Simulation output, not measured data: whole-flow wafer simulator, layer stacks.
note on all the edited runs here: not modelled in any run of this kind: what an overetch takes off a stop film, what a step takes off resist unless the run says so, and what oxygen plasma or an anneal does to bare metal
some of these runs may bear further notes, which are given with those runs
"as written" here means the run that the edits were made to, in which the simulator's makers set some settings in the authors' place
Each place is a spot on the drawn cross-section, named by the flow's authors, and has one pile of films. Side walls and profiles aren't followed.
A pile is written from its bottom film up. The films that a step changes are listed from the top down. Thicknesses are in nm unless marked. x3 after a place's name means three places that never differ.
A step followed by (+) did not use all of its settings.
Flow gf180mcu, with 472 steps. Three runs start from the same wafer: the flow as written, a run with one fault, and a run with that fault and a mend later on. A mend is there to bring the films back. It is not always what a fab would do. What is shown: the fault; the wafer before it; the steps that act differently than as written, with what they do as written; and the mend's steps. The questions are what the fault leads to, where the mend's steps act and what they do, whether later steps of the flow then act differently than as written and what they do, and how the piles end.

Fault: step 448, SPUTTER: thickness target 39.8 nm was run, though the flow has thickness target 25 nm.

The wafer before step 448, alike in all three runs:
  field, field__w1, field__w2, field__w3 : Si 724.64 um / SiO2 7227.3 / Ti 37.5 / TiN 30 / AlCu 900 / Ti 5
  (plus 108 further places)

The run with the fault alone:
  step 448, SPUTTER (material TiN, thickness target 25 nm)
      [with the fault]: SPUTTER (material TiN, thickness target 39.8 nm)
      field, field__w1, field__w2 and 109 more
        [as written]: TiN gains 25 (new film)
        [with the fault]: TiN gains 39.8 (new film)
  Steps further on in the flow that do not act as written (4 other steps are not shown; they differ only slightly, by no more than 2% or 0.5 nm, whichever is larger):
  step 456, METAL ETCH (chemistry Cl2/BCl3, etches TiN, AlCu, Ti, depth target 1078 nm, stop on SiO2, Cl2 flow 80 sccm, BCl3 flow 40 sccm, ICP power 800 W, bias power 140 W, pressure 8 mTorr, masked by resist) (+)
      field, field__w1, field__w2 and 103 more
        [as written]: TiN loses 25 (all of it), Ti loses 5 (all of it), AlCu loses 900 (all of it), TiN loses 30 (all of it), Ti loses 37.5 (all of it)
        [with the fault]: TiN loses 39.8 (all of it), Ti loses 5 (all of it), AlCu loses 900 (all of it), TiN loses 30 (all of it), Ti loses 37.5 (all of it)
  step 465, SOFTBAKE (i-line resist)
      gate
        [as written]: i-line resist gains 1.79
        [with the fault]: i-line resist loses 0.24
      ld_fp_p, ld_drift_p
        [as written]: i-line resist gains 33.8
        [with the fault]: i-line resist gains 27.6
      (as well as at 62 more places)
  The piles end different from the flow's at field__w8, contact, m1, m1__w1, pad, m1_nw by more than 2% or 0.5 nm, whichever is larger.
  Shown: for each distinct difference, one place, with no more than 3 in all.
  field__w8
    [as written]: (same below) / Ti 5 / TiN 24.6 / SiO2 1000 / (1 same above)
    [with the fault]: (same below) / Ti 5 / TiN 39.4 / SiO2 1000 / (1 same above)
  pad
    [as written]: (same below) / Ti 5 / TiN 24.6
    [with the fault]: (same below) / Ti 5 / TiN 39.4

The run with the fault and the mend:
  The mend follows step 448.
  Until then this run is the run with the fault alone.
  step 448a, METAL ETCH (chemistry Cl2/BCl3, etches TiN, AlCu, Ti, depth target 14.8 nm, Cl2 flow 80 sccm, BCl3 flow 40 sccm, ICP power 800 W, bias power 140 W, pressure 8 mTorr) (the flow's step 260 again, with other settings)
      field, field__w1, field__w2 and 109 more
        TiN loses 14.8
  Later steps of the flow that are run all act as written at every place that is followed.
  At every place that both follow, the piles at the end match the flow's.
